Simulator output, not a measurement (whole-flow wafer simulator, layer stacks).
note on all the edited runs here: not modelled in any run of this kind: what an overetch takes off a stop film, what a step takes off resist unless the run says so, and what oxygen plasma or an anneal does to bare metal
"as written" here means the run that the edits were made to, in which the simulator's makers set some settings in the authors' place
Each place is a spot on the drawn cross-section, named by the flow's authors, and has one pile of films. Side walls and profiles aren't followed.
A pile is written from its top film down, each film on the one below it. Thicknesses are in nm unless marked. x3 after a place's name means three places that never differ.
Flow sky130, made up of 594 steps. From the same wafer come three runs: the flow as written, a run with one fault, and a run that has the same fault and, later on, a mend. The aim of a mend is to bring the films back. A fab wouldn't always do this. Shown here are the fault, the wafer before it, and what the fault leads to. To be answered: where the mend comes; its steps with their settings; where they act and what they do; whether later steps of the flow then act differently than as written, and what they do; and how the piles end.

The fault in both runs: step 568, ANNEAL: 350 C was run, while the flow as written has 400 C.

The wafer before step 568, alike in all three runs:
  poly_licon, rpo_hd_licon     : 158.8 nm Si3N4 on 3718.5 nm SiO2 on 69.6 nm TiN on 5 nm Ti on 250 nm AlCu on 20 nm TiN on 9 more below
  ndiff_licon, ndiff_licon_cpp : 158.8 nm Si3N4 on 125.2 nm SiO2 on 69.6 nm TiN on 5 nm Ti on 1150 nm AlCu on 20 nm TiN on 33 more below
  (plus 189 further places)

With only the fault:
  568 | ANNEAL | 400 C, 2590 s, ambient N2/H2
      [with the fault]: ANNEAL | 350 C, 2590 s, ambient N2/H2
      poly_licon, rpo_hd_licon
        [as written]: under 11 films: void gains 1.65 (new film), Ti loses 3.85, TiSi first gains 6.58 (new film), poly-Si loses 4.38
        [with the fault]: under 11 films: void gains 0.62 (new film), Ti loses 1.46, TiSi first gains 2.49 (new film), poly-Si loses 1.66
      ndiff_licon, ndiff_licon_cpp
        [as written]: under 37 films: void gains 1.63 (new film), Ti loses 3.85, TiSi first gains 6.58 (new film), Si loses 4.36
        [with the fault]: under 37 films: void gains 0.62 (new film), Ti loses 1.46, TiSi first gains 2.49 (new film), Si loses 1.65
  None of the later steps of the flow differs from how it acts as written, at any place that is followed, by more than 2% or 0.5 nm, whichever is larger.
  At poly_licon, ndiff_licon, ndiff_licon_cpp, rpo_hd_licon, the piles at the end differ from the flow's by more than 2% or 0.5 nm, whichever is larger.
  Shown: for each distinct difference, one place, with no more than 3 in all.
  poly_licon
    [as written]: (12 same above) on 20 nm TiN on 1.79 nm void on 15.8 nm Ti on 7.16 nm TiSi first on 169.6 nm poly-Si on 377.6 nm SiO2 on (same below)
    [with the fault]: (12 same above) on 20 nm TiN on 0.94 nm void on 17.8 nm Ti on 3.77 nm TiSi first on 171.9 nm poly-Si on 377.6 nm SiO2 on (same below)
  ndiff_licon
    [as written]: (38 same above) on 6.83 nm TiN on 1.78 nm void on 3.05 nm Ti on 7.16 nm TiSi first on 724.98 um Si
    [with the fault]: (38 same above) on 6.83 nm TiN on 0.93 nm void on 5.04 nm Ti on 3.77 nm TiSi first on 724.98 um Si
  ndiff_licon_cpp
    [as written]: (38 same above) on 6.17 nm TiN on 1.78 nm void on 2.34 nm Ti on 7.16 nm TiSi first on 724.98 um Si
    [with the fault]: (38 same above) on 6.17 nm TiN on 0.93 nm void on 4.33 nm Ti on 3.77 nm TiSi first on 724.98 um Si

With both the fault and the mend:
  The mend follows step 568.
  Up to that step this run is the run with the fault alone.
  568a | ANNEAL | 400 C, 2590 s, ambient N2/H2 (a further turn of the flow's step 568)
      poly_licon, rpo_hd_licon
        under 11 films: void gains 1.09, Ti loses 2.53, TiSi first gains 4.33, poly-Si loses 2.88
      ndiff_licon, ndiff_licon_cpp
        under 37 films: void gains 1.07, Ti loses 2.53, TiSi first gains 4.33, Si loses 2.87
  None of the later steps of the flow differs from how it acts as written, at any place that is followed, by more than 2% or 0.5 nm, whichever is larger.
  At the end the piles are close to the flow's at the places that both follow, differing by at most 2% or 0.5 nm, whichever is larger.
